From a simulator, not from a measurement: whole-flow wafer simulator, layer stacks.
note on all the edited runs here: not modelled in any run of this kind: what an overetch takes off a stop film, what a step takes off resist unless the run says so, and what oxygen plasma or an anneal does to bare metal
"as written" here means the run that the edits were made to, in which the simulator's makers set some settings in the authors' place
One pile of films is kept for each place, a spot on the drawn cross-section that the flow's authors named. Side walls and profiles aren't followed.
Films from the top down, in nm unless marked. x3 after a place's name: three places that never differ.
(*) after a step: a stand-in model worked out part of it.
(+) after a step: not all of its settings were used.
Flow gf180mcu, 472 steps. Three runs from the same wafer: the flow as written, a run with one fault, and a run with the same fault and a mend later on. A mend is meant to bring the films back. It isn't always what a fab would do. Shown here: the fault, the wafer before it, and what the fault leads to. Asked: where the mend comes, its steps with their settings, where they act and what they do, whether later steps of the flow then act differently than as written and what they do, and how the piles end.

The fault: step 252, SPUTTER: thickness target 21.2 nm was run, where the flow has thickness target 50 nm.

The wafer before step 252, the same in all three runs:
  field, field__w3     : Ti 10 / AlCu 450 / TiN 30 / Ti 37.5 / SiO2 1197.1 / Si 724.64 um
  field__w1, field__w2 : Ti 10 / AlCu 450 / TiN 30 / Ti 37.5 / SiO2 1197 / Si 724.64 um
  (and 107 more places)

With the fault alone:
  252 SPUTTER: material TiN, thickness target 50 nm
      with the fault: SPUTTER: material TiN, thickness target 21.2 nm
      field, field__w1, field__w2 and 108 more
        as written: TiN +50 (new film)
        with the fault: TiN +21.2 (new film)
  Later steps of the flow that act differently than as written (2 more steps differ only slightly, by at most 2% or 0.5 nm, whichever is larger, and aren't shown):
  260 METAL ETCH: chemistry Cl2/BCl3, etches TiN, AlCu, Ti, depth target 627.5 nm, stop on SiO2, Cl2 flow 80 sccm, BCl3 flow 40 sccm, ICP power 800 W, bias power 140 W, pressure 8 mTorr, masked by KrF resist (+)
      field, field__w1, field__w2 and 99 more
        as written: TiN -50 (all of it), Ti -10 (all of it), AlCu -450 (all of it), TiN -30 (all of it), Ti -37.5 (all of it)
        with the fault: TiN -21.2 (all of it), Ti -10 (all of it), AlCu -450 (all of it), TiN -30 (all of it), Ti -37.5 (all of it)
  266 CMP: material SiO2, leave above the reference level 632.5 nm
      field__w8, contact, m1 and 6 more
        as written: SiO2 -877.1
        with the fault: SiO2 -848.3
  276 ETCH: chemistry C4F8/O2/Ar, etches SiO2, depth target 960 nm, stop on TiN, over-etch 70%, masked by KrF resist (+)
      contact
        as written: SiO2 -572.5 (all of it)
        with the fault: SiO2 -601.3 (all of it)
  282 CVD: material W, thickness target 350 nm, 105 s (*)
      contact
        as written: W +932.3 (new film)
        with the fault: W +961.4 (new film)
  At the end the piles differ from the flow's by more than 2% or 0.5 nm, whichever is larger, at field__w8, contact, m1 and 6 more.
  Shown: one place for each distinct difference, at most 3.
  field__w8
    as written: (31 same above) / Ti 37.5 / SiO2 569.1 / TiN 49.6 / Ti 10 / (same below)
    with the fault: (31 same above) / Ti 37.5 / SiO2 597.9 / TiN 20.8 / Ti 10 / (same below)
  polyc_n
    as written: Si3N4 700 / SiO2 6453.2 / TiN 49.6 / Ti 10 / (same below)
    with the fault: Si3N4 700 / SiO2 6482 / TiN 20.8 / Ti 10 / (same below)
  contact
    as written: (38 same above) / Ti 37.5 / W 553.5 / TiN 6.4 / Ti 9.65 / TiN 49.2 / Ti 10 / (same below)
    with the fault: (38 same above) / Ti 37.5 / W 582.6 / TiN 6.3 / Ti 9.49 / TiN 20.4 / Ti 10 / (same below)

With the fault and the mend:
  The mend comes after step 252.
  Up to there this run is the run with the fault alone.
  252a SPUTTER: material TiN, thickness target 28.8 nm (the flow's step 252 once more, with other settings)
      field, field__w1, field__w2 and 108 more
        TiN +28.8
  No later step of the flow acts differently than as written at any place that is followed.
  At the end the piles are the same as the flow's at every place that both follow.
